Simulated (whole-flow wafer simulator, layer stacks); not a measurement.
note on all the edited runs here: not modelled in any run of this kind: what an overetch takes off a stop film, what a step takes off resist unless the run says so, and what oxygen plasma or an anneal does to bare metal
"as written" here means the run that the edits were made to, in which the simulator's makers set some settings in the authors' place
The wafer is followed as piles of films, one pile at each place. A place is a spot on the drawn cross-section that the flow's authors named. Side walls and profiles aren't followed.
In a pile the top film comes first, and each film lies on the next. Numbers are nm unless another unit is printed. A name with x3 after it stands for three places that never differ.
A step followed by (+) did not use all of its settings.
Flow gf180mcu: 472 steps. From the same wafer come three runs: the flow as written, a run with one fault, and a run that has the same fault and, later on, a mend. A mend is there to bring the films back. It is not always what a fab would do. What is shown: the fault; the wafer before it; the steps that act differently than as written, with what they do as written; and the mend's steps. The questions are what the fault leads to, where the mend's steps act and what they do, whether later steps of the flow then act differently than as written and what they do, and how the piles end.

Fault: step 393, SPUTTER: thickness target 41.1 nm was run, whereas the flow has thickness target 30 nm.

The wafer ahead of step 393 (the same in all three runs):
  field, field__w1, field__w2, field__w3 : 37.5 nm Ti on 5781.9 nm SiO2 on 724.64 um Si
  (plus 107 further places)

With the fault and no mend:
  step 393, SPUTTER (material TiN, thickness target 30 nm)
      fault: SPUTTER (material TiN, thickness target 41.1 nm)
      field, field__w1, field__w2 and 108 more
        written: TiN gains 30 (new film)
        fault: TiN gains 41.1 (new film)
  Steps later in the flow that act otherwise than as written (not shown: 1 more step that differs only slightly, by at most 2% or 0.5 nm, whichever is larger):
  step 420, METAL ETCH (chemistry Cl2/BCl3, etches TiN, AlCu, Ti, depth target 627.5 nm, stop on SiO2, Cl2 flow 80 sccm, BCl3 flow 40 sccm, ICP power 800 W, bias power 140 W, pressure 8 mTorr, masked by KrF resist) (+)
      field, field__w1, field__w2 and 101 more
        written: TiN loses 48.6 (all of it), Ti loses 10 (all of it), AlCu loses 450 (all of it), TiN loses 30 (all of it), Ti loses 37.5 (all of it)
        fault: TiN loses 48.6 (all of it), Ti loses 10 (all of it), AlCu loses 450 (all of it), TiN loses 41.1 (all of it), Ti loses 37.5 (all of it)
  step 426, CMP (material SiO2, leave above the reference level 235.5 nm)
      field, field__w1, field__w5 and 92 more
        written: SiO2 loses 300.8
        fault: SiO2 loses 289.7
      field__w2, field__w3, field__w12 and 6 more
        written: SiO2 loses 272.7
        fault: SiO2 loses 261.1
  By the end, the piles at field__w4, field__w8, contact, m1, m1__w1, mim, mim_1p0, m1_nw depart from the flow's by more than 2% or 0.5 nm, whichever is larger.
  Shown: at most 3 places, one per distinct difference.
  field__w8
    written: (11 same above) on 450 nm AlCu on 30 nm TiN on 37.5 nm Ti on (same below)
    fault: (11 same above) on 450 nm AlCu on 41.1 nm TiN on 37.5 nm Ti on (same below)
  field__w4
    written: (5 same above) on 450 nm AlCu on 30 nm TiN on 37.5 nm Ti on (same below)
    fault: (5 same above) on 450 nm AlCu on 41.1 nm TiN on 37.5 nm Ti on (same below)
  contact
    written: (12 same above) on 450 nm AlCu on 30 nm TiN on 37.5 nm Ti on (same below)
    fault: (12 same above) on 450 nm AlCu on 41.1 nm TiN on 37.5 nm Ti on (same below)

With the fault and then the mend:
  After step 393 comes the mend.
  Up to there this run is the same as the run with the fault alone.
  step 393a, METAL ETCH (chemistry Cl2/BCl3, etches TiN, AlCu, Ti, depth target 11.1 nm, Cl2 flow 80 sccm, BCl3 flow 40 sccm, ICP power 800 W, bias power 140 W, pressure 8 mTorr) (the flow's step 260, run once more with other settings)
      field, field__w1, field__w2 and 108 more
        TiN loses 11.1
  None of the later steps of the flow acts differently than as written at any place that is followed.
  At every place that both follow, the piles at the end match the flow's.
